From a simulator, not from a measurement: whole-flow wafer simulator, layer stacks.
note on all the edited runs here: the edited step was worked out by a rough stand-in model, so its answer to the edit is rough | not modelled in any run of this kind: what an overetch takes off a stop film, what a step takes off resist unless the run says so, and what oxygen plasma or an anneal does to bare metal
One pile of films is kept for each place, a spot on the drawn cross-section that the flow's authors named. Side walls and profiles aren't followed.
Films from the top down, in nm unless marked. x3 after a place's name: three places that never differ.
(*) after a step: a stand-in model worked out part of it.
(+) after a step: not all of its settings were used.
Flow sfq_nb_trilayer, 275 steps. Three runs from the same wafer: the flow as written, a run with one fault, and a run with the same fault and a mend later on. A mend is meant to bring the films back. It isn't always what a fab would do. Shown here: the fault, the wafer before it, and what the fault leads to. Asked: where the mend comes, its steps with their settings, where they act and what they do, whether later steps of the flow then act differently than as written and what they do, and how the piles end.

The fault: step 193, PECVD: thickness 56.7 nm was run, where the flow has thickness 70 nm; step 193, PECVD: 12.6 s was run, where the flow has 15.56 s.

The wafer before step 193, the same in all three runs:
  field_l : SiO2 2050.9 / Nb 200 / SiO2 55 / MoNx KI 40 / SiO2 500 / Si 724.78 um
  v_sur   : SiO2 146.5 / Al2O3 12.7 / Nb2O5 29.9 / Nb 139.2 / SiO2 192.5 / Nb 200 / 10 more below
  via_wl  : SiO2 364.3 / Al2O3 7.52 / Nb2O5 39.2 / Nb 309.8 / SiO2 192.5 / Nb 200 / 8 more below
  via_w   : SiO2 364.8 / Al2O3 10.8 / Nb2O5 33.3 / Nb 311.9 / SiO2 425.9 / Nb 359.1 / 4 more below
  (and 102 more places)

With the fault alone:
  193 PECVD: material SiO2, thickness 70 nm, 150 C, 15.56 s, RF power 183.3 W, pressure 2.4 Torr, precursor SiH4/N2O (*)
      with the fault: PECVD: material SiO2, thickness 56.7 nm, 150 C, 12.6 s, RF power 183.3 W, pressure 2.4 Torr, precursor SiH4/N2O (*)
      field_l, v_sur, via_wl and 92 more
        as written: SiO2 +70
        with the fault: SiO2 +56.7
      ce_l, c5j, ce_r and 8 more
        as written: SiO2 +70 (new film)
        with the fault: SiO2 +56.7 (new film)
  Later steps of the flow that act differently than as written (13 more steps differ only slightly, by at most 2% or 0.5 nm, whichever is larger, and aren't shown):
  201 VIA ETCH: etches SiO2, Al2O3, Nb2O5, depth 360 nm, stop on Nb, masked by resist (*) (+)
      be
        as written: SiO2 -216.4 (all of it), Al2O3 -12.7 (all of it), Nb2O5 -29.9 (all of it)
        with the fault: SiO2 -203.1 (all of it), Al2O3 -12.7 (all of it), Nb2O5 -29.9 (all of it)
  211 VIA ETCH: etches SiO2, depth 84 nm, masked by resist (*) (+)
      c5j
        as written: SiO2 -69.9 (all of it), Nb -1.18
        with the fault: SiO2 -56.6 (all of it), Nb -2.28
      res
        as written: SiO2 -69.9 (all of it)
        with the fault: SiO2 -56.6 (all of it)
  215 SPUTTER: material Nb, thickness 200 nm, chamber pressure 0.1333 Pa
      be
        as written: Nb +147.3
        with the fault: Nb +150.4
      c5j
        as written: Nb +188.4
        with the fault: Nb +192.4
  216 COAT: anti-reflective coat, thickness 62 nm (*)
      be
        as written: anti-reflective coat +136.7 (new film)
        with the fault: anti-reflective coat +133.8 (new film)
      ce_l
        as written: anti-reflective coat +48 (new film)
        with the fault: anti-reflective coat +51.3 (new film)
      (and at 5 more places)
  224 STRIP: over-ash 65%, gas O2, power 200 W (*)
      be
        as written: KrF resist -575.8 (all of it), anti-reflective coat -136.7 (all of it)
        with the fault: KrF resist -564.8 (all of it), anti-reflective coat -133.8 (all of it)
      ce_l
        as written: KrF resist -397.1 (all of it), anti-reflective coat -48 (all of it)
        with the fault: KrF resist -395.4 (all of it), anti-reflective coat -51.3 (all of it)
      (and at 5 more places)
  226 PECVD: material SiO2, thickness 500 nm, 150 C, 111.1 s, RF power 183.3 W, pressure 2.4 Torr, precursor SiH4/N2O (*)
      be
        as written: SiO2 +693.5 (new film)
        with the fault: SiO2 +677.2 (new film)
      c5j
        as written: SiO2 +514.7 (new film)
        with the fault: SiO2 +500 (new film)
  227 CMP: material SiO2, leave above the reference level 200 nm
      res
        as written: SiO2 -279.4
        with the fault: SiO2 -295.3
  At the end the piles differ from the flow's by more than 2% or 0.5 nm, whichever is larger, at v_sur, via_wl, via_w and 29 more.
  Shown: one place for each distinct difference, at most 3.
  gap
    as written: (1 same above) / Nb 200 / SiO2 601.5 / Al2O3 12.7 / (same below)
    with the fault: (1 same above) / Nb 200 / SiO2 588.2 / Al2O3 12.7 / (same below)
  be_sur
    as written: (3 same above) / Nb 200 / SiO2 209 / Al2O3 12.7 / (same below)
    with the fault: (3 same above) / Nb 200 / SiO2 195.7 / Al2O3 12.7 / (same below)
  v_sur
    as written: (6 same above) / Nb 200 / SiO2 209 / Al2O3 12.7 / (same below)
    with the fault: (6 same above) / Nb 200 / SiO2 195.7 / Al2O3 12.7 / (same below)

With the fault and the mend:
  The mend comes after step 193.
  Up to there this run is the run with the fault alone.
  193a PECVD: material SiO2, thickness 13.3 nm, 150 C, 2.956 s, RF power 183.3 W, pressure 2.4 Torr, precursor SiH4/N2O (*) (the flow's step 193 once more, with other settings)
      field_l, v_sur, via_wl and 103 more
        SiO2 +13.3
  No later step of the flow acts differently than as written, at any place that is followed, by more than 2% or 0.5 nm, whichever is larger.
  At the end the piles are the same as the flow's at every place that both follow.
